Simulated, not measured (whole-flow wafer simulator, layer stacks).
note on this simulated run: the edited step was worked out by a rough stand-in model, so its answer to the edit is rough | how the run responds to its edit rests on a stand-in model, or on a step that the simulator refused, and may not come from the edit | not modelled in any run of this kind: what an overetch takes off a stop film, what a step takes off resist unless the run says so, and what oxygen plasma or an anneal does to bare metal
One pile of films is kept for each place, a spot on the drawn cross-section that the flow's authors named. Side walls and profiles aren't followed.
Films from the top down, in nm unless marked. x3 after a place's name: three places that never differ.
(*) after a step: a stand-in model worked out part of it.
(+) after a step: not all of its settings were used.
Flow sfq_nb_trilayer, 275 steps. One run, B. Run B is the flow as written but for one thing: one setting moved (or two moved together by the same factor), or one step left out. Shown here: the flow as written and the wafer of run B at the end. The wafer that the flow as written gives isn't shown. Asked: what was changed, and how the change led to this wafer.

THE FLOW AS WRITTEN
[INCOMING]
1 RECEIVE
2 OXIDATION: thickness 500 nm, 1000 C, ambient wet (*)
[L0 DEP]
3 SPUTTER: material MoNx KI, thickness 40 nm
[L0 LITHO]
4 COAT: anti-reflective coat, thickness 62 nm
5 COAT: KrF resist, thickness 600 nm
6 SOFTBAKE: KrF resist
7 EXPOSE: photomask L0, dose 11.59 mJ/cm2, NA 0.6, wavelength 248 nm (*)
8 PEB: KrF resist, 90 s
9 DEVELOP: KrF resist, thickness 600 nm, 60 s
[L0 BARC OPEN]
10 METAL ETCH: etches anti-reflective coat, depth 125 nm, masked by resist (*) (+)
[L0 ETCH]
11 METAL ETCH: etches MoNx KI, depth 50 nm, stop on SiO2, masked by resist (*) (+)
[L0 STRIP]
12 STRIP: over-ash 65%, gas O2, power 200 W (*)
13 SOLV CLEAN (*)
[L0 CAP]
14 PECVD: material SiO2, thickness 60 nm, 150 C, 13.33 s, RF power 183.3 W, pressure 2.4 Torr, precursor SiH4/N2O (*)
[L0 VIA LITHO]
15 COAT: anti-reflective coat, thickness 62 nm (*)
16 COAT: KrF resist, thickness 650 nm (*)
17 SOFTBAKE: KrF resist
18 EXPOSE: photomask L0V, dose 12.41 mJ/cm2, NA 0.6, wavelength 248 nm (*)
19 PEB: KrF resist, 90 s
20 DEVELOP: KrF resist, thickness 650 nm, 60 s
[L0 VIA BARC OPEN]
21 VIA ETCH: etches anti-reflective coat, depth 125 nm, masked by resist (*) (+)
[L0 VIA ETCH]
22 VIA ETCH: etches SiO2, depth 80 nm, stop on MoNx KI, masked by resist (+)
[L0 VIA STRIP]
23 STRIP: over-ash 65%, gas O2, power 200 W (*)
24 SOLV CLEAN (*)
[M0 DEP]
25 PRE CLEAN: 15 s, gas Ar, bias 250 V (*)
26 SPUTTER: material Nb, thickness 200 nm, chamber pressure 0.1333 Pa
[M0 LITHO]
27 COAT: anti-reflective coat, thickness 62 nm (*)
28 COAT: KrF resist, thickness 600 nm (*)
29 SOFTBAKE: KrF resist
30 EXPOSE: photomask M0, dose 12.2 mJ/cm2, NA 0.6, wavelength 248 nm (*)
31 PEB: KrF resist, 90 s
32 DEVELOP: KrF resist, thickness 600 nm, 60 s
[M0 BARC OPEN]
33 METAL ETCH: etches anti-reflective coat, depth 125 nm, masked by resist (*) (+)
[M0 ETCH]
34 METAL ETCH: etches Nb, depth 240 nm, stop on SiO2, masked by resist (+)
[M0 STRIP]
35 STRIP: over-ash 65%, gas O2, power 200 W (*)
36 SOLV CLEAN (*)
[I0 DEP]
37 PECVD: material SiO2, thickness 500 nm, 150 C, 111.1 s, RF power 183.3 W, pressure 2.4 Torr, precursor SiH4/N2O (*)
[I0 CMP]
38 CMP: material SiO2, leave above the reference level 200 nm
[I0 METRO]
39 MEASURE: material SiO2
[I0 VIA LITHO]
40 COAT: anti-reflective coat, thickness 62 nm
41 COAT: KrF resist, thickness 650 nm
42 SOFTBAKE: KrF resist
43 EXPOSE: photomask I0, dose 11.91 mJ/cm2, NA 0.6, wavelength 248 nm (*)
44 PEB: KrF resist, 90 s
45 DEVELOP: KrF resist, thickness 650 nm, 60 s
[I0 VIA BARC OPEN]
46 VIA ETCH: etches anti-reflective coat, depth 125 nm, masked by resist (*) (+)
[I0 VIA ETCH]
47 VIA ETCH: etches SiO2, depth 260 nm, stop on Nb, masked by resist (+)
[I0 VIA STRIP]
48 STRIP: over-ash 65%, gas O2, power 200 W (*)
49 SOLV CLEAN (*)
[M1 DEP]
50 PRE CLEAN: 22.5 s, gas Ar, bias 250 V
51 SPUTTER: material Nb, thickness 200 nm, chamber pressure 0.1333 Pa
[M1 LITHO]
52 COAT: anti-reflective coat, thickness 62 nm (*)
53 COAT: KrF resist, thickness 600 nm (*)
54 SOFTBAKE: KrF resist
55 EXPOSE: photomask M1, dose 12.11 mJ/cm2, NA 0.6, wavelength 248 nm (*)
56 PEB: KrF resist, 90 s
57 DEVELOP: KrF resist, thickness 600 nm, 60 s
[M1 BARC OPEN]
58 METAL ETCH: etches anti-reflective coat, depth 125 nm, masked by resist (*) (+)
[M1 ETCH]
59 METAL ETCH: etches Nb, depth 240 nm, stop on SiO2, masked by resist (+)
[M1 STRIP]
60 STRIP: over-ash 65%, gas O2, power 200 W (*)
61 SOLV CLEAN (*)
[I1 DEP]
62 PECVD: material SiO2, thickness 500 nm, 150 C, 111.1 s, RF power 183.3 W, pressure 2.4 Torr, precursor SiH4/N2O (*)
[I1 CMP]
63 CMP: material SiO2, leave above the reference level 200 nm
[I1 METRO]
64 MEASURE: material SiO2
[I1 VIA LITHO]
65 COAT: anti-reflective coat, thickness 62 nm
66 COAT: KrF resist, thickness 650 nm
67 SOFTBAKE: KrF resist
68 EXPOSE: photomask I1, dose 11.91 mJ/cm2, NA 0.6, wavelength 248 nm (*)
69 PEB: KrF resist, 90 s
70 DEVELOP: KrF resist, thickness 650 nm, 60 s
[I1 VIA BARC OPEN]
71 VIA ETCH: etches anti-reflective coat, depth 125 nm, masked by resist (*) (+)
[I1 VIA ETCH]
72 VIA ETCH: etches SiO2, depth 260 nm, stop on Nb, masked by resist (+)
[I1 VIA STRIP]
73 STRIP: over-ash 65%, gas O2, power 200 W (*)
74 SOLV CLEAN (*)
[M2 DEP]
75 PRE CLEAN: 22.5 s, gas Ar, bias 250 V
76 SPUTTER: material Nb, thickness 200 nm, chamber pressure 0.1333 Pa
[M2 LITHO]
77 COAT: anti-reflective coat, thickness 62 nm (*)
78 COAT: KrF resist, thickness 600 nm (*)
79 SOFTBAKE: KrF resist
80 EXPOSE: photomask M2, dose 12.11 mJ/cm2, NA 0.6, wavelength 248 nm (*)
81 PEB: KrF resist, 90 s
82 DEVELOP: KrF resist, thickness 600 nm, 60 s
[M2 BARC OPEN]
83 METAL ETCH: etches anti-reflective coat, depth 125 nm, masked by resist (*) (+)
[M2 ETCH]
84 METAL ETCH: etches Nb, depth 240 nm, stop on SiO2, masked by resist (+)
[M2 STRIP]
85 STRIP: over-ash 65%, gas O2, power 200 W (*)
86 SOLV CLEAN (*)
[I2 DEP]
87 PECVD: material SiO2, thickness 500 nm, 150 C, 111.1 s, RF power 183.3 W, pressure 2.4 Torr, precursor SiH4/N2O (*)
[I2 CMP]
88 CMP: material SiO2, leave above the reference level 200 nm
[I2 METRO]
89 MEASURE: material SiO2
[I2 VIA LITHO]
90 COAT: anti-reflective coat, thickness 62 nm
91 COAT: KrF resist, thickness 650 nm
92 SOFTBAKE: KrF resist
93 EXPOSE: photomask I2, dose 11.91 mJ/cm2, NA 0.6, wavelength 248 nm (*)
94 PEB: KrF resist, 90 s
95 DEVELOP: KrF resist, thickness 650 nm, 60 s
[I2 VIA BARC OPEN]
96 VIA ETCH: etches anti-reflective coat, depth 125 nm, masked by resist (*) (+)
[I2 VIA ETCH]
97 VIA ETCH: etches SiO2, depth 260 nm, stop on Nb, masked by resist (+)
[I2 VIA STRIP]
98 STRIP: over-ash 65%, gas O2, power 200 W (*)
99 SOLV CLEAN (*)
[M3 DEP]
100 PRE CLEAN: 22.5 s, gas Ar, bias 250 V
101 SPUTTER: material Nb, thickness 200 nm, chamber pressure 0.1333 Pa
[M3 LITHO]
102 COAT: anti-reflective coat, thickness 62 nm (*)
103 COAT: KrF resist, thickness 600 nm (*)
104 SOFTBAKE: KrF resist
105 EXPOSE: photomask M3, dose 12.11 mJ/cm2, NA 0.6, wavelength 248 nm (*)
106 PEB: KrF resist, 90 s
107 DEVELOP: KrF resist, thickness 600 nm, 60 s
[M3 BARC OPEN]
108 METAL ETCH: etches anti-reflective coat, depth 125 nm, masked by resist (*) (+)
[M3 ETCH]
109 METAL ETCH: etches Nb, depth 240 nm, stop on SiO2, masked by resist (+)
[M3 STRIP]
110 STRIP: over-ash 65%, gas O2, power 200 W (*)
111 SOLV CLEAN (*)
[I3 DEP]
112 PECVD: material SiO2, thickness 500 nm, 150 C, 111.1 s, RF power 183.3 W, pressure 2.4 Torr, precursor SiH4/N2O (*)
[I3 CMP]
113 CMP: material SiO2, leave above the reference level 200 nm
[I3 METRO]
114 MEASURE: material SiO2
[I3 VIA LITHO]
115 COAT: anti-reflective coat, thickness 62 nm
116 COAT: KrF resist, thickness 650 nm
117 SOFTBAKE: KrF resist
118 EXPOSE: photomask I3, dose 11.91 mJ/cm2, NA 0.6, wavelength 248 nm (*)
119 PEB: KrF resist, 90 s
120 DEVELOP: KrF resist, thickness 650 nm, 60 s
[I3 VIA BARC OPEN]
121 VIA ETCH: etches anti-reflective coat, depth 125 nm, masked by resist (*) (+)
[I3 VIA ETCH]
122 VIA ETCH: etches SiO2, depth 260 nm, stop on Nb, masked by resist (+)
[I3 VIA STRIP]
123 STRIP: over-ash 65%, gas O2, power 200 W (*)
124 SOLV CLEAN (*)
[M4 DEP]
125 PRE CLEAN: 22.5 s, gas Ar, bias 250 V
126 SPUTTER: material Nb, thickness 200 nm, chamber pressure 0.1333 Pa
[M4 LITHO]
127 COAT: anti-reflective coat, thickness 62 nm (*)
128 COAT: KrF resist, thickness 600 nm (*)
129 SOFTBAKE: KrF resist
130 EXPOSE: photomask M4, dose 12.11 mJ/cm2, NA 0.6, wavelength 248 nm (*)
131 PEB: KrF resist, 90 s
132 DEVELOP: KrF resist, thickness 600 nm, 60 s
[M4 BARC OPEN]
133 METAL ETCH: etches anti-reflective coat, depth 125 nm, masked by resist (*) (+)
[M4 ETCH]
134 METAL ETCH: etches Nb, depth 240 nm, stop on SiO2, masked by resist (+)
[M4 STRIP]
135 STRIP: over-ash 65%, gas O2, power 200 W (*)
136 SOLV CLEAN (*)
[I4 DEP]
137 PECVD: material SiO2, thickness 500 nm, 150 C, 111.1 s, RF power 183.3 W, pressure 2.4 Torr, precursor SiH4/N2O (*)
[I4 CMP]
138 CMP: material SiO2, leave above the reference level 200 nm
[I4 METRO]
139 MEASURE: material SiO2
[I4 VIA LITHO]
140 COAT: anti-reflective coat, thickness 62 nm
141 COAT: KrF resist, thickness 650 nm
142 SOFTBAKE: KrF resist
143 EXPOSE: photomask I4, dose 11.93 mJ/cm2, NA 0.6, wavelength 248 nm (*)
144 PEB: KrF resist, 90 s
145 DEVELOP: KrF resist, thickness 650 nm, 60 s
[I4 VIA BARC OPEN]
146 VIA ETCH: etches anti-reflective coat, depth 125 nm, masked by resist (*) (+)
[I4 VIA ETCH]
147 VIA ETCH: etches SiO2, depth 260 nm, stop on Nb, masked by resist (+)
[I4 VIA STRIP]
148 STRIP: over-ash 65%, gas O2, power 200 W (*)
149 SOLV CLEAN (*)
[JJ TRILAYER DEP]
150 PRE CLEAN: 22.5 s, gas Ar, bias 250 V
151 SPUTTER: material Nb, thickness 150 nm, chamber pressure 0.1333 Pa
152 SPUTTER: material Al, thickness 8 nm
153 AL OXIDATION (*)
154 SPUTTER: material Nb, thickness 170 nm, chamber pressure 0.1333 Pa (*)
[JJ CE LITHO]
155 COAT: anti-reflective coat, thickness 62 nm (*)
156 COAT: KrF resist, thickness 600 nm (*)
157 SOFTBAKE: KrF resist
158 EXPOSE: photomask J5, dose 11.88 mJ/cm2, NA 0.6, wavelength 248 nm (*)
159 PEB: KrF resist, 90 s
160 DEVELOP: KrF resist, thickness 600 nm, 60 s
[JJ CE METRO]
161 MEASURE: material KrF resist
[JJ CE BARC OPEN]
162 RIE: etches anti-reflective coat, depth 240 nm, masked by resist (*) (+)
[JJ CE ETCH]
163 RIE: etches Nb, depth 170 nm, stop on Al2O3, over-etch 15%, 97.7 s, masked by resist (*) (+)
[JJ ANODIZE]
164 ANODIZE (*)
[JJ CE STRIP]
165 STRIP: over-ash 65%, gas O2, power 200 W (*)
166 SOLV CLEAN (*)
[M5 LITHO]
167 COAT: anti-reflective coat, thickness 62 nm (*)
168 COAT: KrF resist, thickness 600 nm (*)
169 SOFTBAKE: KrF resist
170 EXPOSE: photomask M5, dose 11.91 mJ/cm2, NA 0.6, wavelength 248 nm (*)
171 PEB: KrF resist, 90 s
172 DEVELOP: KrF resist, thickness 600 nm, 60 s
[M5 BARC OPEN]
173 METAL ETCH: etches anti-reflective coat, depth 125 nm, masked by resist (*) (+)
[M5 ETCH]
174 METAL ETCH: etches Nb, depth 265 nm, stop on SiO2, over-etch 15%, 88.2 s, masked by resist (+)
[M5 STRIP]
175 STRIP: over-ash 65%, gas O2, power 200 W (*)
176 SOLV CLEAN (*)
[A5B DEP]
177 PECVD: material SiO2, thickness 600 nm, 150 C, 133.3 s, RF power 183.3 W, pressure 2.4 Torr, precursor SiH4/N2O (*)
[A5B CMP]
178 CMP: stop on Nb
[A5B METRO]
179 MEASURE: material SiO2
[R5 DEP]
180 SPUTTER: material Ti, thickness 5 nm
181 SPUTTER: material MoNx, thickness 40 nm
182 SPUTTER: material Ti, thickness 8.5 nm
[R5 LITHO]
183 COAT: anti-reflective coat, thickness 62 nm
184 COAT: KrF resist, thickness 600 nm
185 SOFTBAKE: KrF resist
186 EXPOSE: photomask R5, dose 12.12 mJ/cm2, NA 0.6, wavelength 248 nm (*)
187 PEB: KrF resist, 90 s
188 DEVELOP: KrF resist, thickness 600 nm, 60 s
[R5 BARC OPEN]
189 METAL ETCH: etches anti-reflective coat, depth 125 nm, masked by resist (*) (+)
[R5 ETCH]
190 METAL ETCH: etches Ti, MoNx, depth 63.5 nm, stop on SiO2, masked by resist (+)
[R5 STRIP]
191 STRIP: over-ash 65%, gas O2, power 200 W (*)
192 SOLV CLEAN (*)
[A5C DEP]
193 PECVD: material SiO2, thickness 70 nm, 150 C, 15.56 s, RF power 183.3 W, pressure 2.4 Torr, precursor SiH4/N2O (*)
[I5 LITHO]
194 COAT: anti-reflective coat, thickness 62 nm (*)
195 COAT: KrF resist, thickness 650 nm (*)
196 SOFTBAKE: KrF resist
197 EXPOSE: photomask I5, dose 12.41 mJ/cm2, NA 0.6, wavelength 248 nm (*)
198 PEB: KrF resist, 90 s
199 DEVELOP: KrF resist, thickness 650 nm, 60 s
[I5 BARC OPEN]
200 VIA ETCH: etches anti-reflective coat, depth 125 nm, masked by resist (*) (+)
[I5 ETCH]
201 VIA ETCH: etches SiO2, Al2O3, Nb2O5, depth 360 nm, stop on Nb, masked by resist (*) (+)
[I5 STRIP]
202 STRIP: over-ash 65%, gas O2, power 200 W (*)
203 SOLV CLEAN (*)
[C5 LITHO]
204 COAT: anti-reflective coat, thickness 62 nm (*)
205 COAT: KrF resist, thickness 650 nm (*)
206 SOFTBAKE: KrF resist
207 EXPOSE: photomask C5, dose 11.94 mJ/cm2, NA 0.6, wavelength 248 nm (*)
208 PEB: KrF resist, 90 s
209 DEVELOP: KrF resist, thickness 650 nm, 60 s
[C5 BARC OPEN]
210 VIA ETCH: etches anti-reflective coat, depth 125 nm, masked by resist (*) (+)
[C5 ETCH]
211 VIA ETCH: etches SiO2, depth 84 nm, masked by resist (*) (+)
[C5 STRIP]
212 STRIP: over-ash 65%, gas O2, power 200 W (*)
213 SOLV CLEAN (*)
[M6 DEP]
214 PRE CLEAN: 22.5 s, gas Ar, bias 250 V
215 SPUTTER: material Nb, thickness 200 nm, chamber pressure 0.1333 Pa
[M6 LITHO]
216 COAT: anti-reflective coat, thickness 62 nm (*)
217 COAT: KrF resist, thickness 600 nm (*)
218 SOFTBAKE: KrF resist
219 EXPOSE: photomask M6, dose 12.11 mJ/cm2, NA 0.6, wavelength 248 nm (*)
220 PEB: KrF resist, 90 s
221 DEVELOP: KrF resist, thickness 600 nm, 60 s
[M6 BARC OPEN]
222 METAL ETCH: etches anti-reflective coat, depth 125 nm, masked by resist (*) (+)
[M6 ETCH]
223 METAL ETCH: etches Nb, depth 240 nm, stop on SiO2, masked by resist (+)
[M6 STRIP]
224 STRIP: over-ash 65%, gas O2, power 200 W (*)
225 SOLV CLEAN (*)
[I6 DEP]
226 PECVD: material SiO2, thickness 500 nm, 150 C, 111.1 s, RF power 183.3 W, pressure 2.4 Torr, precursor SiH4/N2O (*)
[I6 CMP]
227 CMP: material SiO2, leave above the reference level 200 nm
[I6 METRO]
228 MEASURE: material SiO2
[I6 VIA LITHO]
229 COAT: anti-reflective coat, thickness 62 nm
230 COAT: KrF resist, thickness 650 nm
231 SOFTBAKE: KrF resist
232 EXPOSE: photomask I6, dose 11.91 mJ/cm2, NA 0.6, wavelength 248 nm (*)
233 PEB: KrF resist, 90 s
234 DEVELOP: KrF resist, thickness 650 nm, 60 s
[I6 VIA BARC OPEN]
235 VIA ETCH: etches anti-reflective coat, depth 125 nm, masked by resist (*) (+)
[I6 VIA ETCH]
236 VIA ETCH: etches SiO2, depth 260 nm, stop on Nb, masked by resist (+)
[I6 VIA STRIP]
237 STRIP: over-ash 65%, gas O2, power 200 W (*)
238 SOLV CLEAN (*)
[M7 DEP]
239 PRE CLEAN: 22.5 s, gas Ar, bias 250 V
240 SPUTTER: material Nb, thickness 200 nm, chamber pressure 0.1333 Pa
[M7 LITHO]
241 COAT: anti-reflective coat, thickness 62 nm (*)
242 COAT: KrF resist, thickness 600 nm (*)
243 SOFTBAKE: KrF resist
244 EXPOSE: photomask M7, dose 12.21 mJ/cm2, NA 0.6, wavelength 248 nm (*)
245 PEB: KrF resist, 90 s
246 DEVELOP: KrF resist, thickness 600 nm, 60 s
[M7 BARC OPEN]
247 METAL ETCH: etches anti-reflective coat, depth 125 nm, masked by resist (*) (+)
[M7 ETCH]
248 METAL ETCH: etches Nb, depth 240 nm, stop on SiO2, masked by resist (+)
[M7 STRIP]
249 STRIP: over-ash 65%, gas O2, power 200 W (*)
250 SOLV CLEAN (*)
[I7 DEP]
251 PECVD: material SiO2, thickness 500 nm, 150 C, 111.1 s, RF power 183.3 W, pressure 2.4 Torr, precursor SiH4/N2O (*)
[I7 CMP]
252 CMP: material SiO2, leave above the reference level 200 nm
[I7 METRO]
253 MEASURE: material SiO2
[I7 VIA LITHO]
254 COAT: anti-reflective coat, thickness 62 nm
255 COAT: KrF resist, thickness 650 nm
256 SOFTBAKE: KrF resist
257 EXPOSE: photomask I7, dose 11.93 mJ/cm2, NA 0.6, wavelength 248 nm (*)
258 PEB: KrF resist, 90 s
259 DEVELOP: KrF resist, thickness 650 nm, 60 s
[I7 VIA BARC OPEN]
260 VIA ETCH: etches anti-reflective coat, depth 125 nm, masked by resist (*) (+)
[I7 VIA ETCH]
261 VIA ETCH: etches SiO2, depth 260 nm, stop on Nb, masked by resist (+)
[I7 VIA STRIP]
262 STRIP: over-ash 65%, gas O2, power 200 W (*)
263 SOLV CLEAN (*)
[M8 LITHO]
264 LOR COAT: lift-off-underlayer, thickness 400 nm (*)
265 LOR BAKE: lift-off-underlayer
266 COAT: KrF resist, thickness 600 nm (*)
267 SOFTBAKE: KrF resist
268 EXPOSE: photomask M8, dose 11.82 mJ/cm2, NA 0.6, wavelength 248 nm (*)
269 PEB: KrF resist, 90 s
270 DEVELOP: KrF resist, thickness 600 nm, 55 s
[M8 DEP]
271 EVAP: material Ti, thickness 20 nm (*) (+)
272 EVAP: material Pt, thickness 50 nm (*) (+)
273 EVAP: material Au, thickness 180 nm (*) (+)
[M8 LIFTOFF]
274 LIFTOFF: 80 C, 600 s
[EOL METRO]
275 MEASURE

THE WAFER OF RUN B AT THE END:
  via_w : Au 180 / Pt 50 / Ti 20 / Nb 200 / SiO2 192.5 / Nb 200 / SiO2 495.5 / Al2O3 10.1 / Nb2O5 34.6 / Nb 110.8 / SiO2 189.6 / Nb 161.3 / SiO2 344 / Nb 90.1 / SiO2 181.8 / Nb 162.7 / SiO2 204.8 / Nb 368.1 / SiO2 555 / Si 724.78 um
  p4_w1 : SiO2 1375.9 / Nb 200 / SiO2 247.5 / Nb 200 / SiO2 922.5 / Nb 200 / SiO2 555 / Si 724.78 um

The cause: step 62, PECVD: thickness 245 nm was run, where the flow has thickness 500 nm; step 62, PECVD: 54.44 s was run, where the flow has 111.1 s.

How the change led to this, step by step:
  62 PECVD: material SiO2, thickness 500 nm, 150 C, 111.1 s, RF power 183.3 W, pressure 2.4 Torr, precursor SiH4/N2O (*)
      field_l, be, be_sur and 72 more: SiO2 +245 (as written it would be: SiO2 +500)
      v_sur, via_wl, via_wr and 20 more: SiO2 +245 (new film) (as written it would be: SiO2 +500 (new film))
      (and at 8 more places)
  63 CMP: material SiO2, leave above the reference level 200 nm
      field_l, be, be_sur and 72 more: nothing (as written it would be: SiO2 -100)
      lsp_m, ln_m6, lsp_r, l0_sur, l0v: nothing (as written it would be: SiO2 -94.9)
      (and at 26 more places)
  65 COAT: anti-reflective coat, thickness 62 nm
      be_r, p3_s1, p3_l2, p3_s2, p3_s5, p3_l6: anti-reflective coat +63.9 (new film) (as written it would be: anti-reflective coat +62 (new film))
      r_sur, res, p3_l3, p3_s3, p3_s4, p3_l5: anti-reflective coat +63.8 (new film) (as written it would be: anti-reflective coat +62 (new film))
      (and at 78 more places)
  66 COAT: KrF resist, thickness 650 nm
      m0r_line_l, m0r_line_r, m6r_line_l, m6r_line_r, m7r_line_l, m7r_line_r: KrF resist +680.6 (new film) (as written it would be: KrF resist +650 (new film))
      m0r_space_l, m0r_space_r, m6r_space_l, m6r_space_r, m7r_space_l, m7r_space_r: KrF resist +669.8 (new film) (as written it would be: KrF resist +650 (new film))
      (and at 57 more places)
  70 DEVELOP: KrF resist, thickness 650 nm, 60 s
      via_v: KrF resist -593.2 (all of it) (as written it would be: KrF resist -648.6 (all of it))
  71 VIA ETCH: etches anti-reflective coat, depth 125 nm, masked by resist (*) (+)
      field_l, v_sur, via_wl and 102 more: KrF resist -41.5 (as written it would be: KrF resist -51.7)
      via_v: anti-reflective coat -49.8 (all of it), SiO2 -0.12 (as written it would be: anti-reflective coat -62 (all of it), SiO2 -0.16)
  73 STRIP: over-ash 65%, gas O2, power 200 W (*)
      m0r_line_l, m0r_line_r, m6r_line_l, m6r_line_r, m7r_line_l, m7r_line_r: KrF resist -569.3 (all of it), anti-reflective coat -62.2 (all of it) (as written it would be: KrF resist -528.6 (all of it), anti-reflective coat -62 (all of it))
      m0r_space_l, m0r_space_r, m6r_space_l, m6r_space_r, m7r_space_l, m7r_space_r: KrF resist -558.6 (all of it), anti-reflective coat -80.4 (all of it) (as written it would be: KrF resist -528.6 (all of it), anti-reflective coat -62 (all of it))
      (and at 93 more places)
  76 SPUTTER: material Nb, thickness 200 nm, chamber pressure 0.1333 Pa
      be, lsp_l: Nb +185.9 (new film) (as written it would be: Nb +200 (new film))
      via_w: Nb +162.7 (new film) (as written it would be: Nb +200 (new film))
  77 COAT: anti-reflective coat, thickness 62 nm (*)
      p3_s1, p3_l2, p3_s2, p3_s5, p3_l6: anti-reflective coat +63.8 (new film) (as written it would be: anti-reflective coat +62 (new film))
      p3_l3, p3_s3, p3_s4, p3_l5: anti-reflective coat +63.7 (new film) (as written it would be: anti-reflective coat +62 (new film))
      (and at 81 more places)
  78 COAT: KrF resist, thickness 600 nm (*)
      m0r_line_l, m6r_line_l, m7r_line_l: KrF resist +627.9 (new film) (as written it would be: KrF resist +600 (new film))
      m0r_space_l, m6r_space_l, m7r_space_l: KrF resist +620.6 (new film) (as written it would be: KrF resist +600 (new film))
      (and at 65 more places)
  82 DEVELOP: KrF resist, thickness 600 nm, 60 s
      m0r_line_l, m6r_line_l, m7r_line_l: KrF resist -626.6 (all of it) (as written it would be: KrF resist -598.7 (all of it))
      m0r_space_l, m6r_space_l, m7r_space_l: KrF resist -619.3 (all of it) (as written it would be: KrF resist -598.7 (all of it))
      (and at 43 more places)
  83 METAL ETCH: etches anti-reflective coat, depth 125 nm, masked by resist (*) (+)
      m5r_linepad_l, m5r_linepad_r, r5r_spacepad_l, r5r_spacepad_r: anti-reflective coat -125 (as written it would be: anti-reflective coat -62 (all of it))
      v_sur, via_wl, via_w and 19 more: KrF resist -69.4 (as written it would be: KrF resist -51.7)
      (and at 64 more places)
  84 METAL ETCH: etches Nb, depth 240 nm, stop on SiO2, masked by resist (+)
      m5r_linepad_l, m5r_linepad_r: anti-reflective coat -20 (all of it), Nb -200 (all of it) (as written it would be: Nb -200 (all of it))
      r5r_spacepad_l, r5r_spacepad_r: anti-reflective coat -20.6 (all of it), Nb -200 (all of it) (as written it would be: Nb -200 (all of it))
      (and at 2 more places)
  85 STRIP: over-ash 65%, gas O2, power 200 W (*)
      v_sur: KrF resist -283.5 (all of it), anti-reflective coat -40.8 (all of it) (as written it would be: KrF resist -380 (all of it), anti-reflective coat -61.4 (all of it))
      via_wl: KrF resist -293.4 (all of it), anti-reflective coat -33.6 (all of it) (as written it would be: KrF resist -379.5 (all of it), anti-reflective coat -61.3 (all of it))
      (and at 20 more places)
  87 PECVD: material SiO2, thickness 500 nm, 150 C, 111.1 s, RF power 183.3 W, pressure 2.4 Torr, precursor SiH4/N2O (*)
      wl_d_sl, wl_d_sr: SiO2 +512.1 (as written it would be: SiO2 +500)
      via_w: SiO2 +606.5 (new film) (as written it would be: SiO2 +500 (new film))
  88 CMP: material SiO2, leave above the reference level 200 nm
      field_l, be, be_sur and 79 more: nothing (as written it would be: SiO2 -100)
      via_w: SiO2 -157.1 (as written it would be: SiO2 -300)
  ... 40 more steps ...
  178 CMP: stop on Nb
      via_w: SiO2 -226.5 (as written it would be: SiO2 -235.2)
Counting metal films that touch as one body, via_w has 7 bodies (between them, from the top down: SiO2 192.5; SiO2 495.5 / Al2O3 10.1 / Nb2O5 34.6; SiO2 189.6; SiO2 344; SiO2 181.8; SiO2 204.8); the flow as written gives 5 bodies (between them, from the top down: SiO2 192.5; SiO2 427.3 / Al2O3 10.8 / Nb2O5 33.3; SiO2 425.9; SiO2 416.9).
